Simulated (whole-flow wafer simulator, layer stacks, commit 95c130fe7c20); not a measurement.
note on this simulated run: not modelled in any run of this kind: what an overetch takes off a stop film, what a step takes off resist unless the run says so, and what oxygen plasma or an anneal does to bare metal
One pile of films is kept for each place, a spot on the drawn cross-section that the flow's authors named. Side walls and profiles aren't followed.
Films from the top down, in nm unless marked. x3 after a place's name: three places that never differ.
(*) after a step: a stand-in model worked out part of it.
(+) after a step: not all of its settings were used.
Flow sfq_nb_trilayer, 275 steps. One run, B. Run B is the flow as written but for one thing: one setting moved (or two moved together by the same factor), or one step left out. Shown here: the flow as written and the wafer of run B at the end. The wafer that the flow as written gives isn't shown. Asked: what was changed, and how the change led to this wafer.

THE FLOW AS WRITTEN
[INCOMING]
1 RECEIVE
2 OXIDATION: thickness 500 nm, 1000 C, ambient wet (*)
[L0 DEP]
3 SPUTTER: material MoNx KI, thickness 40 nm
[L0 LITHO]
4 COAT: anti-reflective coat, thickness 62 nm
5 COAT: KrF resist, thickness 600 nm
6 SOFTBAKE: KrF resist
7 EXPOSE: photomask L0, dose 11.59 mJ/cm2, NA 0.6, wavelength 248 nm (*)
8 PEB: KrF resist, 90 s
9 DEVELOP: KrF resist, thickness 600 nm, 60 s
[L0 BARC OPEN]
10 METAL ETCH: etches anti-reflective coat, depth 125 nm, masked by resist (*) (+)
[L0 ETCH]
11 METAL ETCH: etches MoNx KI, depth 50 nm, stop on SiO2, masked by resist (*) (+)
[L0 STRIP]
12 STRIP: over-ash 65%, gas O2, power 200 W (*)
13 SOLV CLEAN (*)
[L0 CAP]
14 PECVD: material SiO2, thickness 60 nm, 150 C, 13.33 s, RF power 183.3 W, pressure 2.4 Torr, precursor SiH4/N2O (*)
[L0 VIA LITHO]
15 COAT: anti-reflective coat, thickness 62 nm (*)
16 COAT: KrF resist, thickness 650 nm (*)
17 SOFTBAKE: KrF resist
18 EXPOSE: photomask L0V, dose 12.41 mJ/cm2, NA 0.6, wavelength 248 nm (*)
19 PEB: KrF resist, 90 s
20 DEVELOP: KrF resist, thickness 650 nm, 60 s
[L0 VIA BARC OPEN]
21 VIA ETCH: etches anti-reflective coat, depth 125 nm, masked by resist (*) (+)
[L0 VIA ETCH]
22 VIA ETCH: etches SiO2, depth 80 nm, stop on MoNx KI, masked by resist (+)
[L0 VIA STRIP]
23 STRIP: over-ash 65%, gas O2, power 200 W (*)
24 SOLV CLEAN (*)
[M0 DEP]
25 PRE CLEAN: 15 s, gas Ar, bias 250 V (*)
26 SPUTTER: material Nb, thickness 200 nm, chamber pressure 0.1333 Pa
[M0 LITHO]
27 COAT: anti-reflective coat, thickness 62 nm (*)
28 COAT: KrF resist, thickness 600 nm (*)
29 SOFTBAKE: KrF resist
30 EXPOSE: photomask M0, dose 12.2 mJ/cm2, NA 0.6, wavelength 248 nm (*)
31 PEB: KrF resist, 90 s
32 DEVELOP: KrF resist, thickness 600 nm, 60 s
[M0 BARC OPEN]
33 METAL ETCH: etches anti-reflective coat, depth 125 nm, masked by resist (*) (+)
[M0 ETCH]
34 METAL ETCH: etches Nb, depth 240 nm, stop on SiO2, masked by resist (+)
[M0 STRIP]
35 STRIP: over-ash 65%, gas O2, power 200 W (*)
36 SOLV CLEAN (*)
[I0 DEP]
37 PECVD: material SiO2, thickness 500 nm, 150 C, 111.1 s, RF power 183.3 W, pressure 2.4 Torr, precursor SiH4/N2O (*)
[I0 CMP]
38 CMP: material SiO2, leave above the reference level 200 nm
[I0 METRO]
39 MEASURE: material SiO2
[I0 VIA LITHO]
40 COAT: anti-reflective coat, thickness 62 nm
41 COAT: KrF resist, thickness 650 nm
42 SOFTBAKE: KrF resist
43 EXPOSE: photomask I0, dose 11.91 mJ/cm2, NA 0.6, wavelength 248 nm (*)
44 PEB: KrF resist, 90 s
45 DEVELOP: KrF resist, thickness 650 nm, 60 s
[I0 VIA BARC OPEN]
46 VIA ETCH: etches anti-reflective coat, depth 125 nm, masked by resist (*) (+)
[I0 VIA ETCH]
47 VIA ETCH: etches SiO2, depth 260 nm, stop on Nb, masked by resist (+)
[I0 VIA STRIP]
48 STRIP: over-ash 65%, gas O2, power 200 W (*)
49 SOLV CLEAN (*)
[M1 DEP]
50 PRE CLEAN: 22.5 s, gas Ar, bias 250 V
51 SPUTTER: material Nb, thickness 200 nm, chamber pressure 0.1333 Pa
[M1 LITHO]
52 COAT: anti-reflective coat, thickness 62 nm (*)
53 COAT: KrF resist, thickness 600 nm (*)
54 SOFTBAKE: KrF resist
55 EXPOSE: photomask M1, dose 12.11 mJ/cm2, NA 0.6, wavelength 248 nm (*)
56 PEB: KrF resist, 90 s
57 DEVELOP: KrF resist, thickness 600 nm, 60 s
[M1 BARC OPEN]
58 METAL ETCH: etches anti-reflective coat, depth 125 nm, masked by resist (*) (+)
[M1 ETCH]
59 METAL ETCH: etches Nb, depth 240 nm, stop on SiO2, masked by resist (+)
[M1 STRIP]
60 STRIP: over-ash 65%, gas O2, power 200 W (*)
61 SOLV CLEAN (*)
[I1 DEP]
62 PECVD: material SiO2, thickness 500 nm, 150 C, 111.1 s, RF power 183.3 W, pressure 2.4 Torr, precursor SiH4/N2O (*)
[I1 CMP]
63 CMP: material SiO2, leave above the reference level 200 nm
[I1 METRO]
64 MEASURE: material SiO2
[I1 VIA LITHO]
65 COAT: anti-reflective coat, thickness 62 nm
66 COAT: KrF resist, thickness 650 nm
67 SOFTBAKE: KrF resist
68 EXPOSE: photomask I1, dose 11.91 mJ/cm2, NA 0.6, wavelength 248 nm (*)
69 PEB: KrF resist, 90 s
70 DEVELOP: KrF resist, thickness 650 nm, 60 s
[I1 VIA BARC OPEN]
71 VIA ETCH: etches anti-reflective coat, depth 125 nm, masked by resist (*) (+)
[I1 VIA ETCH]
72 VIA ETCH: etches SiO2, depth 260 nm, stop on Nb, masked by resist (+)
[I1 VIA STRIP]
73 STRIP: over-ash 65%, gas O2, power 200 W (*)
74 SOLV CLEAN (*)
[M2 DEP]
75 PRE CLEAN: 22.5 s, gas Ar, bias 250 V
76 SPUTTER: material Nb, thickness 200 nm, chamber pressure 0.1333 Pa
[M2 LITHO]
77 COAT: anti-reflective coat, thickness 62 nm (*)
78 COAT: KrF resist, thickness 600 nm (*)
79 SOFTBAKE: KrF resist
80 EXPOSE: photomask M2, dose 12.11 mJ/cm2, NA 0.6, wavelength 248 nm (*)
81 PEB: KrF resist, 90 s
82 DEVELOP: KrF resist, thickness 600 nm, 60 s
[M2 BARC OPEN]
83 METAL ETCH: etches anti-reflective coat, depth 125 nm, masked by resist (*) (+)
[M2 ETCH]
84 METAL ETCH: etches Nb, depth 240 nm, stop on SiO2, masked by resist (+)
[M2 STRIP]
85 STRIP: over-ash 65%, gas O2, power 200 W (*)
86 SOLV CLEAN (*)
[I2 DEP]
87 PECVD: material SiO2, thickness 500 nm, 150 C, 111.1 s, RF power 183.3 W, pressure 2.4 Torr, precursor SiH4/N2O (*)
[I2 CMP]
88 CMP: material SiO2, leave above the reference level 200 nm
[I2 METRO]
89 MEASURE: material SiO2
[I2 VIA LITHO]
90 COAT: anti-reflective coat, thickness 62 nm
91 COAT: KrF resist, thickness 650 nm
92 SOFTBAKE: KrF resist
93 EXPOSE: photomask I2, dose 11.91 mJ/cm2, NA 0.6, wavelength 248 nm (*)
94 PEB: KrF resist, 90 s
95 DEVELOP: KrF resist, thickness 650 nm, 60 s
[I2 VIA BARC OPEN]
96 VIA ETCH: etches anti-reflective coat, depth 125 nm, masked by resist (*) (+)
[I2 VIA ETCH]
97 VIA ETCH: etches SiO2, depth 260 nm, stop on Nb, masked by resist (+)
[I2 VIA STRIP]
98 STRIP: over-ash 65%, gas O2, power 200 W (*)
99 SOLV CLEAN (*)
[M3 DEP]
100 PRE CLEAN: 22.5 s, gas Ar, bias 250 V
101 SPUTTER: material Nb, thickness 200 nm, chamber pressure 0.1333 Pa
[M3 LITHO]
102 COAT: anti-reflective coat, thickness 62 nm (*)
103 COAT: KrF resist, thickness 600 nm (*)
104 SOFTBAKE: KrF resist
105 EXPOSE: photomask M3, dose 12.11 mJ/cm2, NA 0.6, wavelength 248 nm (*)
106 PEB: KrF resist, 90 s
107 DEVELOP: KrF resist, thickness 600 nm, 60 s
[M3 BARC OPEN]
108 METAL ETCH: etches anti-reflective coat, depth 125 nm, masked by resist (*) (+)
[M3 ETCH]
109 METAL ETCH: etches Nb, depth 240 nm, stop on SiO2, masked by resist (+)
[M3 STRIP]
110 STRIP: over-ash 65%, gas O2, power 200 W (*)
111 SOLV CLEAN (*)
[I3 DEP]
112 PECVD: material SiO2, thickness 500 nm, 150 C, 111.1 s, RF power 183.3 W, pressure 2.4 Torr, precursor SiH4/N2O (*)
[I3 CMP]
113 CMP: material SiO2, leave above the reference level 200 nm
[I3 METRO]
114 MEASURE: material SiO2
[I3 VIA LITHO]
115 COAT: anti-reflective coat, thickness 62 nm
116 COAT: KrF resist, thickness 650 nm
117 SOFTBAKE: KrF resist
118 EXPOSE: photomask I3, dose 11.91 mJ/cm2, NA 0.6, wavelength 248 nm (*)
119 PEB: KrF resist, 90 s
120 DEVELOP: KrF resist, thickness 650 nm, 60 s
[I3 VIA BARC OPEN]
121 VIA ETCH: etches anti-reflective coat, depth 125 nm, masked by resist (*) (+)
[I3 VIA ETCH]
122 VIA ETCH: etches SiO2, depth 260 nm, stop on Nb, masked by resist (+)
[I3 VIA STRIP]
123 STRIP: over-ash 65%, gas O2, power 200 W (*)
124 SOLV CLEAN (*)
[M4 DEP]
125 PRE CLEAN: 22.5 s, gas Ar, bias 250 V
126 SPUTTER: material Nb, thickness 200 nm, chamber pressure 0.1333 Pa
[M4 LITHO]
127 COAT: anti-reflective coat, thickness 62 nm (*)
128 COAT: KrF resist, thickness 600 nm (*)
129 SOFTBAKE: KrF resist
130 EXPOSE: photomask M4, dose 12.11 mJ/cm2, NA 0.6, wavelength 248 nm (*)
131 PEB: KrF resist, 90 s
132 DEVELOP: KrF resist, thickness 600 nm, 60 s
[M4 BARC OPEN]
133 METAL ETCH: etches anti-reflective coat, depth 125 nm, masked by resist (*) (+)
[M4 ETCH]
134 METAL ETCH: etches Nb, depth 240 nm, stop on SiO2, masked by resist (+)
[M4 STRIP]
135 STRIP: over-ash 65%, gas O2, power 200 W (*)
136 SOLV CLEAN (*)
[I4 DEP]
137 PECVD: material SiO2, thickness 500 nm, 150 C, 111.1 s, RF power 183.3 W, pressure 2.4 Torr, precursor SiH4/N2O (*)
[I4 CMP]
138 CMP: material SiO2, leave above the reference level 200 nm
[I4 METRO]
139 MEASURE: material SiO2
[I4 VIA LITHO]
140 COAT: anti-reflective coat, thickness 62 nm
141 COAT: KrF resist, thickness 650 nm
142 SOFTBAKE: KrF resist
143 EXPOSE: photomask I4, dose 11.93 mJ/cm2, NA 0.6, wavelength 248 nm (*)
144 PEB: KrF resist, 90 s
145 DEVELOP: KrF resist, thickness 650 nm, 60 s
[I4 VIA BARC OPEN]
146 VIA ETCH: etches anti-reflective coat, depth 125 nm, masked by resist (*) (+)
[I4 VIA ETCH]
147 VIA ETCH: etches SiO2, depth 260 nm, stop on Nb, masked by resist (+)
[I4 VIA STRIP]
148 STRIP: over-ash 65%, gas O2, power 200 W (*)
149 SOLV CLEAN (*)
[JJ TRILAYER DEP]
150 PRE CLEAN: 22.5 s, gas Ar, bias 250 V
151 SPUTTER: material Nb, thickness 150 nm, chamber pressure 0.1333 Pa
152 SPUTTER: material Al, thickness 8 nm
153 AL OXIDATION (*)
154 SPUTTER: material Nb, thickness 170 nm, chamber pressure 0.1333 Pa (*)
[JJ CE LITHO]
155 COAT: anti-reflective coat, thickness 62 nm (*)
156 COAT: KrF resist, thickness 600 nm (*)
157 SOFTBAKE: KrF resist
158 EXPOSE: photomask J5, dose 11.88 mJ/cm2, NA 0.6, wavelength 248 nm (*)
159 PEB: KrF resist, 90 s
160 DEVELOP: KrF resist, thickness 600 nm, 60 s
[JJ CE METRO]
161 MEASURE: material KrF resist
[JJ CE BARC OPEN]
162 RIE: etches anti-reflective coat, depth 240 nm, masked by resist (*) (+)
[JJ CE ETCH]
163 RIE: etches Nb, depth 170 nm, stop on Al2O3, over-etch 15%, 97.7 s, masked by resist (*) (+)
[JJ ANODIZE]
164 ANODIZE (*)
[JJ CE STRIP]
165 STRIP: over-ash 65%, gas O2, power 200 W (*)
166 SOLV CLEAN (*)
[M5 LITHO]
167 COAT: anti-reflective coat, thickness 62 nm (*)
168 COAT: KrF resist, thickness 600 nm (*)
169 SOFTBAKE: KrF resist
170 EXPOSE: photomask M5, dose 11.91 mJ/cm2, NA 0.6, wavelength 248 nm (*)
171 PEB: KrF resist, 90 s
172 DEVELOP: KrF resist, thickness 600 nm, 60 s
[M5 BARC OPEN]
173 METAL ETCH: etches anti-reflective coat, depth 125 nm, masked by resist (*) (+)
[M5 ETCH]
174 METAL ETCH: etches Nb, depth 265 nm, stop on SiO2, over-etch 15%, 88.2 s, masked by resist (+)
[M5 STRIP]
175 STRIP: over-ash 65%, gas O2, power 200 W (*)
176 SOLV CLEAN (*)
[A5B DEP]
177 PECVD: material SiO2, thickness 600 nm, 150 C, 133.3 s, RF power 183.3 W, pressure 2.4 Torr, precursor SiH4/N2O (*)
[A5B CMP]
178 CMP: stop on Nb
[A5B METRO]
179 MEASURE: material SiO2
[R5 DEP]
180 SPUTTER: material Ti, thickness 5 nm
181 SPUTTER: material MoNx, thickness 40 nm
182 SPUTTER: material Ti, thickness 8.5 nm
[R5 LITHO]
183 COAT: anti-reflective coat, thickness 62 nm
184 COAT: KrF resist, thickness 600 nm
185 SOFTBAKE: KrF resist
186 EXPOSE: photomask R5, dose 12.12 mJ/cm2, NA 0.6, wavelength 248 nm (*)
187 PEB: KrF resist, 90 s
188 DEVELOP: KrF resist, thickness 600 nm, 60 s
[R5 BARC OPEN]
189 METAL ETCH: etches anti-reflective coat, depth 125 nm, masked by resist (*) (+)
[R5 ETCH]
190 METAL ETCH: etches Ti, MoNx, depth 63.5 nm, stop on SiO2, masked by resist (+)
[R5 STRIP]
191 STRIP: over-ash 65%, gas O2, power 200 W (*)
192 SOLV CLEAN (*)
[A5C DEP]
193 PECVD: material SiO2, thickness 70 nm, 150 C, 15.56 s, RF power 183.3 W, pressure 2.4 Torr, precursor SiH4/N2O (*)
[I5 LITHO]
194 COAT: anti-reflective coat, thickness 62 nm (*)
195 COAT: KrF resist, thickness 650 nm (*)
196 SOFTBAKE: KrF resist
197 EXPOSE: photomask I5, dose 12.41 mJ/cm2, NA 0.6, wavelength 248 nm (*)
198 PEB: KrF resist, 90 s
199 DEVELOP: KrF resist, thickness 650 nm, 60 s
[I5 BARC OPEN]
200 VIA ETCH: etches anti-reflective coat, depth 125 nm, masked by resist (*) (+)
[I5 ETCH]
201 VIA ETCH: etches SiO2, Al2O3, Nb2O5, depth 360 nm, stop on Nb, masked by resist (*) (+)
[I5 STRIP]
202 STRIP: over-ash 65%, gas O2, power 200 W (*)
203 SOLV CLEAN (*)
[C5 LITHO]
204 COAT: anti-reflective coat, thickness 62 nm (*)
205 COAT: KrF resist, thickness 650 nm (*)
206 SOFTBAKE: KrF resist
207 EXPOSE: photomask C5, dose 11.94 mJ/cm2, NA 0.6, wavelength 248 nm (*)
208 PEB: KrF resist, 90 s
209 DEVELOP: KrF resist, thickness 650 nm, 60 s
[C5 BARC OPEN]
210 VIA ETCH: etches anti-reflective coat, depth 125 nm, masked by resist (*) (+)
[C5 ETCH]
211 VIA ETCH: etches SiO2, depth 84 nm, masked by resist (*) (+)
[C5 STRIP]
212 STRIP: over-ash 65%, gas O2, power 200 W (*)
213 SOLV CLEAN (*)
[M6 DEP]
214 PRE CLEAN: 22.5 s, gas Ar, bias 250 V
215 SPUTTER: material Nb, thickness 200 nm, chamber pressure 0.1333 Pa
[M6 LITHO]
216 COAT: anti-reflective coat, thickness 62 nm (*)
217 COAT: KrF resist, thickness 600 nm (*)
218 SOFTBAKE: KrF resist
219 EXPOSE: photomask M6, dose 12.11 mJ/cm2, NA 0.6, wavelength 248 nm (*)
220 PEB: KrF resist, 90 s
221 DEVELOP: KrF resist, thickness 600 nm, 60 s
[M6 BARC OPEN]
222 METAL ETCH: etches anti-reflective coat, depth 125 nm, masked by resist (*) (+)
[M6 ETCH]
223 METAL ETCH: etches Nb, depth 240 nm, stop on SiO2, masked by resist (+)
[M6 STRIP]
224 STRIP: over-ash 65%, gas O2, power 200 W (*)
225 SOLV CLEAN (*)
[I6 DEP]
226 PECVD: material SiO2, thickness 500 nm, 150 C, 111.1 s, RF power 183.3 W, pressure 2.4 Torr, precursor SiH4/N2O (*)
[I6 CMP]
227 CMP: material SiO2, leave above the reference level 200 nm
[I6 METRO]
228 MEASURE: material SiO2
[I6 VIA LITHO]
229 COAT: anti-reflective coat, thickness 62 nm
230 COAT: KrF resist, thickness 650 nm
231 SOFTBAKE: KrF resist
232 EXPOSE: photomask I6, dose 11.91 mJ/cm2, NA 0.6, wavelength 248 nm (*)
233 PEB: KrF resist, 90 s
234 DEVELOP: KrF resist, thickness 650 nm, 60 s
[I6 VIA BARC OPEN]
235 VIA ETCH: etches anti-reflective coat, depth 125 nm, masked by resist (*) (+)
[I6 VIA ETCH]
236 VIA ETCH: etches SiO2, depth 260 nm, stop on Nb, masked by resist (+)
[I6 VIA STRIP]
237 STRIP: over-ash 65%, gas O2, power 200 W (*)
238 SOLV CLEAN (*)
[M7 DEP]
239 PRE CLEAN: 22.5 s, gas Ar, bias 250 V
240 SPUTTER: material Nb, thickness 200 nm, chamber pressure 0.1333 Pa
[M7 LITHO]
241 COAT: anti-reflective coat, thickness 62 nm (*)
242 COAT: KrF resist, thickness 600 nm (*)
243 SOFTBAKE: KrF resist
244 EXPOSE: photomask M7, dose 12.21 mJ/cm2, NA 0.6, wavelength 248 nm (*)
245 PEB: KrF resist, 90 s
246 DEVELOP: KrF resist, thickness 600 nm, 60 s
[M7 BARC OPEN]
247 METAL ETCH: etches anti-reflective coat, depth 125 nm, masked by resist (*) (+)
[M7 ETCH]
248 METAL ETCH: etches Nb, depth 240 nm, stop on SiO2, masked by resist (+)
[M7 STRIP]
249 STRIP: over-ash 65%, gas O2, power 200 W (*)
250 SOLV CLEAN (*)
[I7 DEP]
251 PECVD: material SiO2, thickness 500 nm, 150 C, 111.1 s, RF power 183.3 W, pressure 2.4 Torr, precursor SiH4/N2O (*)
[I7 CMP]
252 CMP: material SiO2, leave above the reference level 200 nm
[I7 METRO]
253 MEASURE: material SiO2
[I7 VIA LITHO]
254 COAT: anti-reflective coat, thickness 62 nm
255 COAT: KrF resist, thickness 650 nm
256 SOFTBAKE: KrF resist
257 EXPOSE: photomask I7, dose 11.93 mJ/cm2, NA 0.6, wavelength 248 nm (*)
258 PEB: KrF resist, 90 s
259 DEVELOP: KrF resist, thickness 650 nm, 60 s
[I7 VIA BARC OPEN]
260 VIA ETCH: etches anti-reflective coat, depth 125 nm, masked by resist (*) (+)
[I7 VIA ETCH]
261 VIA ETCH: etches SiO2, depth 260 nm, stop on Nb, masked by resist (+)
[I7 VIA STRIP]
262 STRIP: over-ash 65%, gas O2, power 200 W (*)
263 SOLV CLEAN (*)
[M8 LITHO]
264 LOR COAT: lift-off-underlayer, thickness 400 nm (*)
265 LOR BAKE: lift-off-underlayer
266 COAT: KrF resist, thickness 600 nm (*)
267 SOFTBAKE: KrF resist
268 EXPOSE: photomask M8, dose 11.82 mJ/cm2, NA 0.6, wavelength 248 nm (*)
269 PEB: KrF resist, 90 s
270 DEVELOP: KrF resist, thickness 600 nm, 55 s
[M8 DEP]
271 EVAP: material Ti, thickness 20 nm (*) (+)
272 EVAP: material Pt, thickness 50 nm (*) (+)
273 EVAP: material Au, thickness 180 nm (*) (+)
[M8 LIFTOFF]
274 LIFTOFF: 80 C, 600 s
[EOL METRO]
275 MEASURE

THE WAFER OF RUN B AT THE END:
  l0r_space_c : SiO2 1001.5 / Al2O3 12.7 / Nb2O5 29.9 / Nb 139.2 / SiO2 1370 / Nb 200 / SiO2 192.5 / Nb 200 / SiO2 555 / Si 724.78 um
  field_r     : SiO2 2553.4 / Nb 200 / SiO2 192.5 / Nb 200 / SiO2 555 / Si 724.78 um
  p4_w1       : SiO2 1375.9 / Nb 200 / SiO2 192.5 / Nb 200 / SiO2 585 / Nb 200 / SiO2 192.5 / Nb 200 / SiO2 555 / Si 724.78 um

The cause: step 59, METAL ETCH: etches Nb, depth 240 nm, stop on SiO2, masked by resist (+), was left out.

How the change led to this, step by step:
  60 STRIP: over-ash 65%, gas O2, power 200 W (*)
      wl_j_sl, wl_jj, wl_j_sr and 13 more: KrF resist -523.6 (all of it), anti-reflective coat -62 (all of it) (as written it would be: KrF resist -382.4 (all of it), anti-reflective coat -62 (all of it))
      v_sur: KrF resist -507 (all of it), anti-reflective coat -61.1 (all of it) (as written it would be: KrF resist -365.9 (all of it), anti-reflective coat -61.1 (all of it))
      (and at 7 more places)
  62 PECVD: material SiO2, thickness 500 nm, 150 C, 111.1 s, RF power 183.3 W, pressure 2.4 Torr, precursor SiH4/N2O (*)
      field_l, be, be_sur and 72 more: SiO2 +500 (new film) (as written it would be: SiO2 +500)
      lsp_m, ln_m6, lsp_r, l0_sur, l0v: SiO2 +500 (new film) (as written it would be: SiO2 +494.9)
      (and at 2 more places)
  63 CMP: material SiO2, leave above the reference level 200 nm
      field_l, be, be_sur and 72 more: SiO2 -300 (as written it would be: SiO2 -100)
      lsp_m, ln_m6, lsp_r, l0_sur, l0v: SiO2 -300 (as written it would be: SiO2 -94.9)
      (and at 2 more places)
Counting metal films that touch as one body, l0r_space_c has 3 bodies (between them, from the top down: SiO2 1370; SiO2 192.5); the flow as written gives 2 bodies (between them, from the top down: SiO2 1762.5).
Counting metal films that touch as one body, field_r has 2 bodies (between them, from the top down: SiO2 192.5); the flow as written gives 1 body.
Counting metal films that touch as one body, p4_w1 has 4 bodies (between them, from the top down: SiO2 192.5; SiO2 585; SiO2 192.5); the flow as written gives 3 bodies (between them, from the top down: SiO2 192.5; SiO2 977.5).
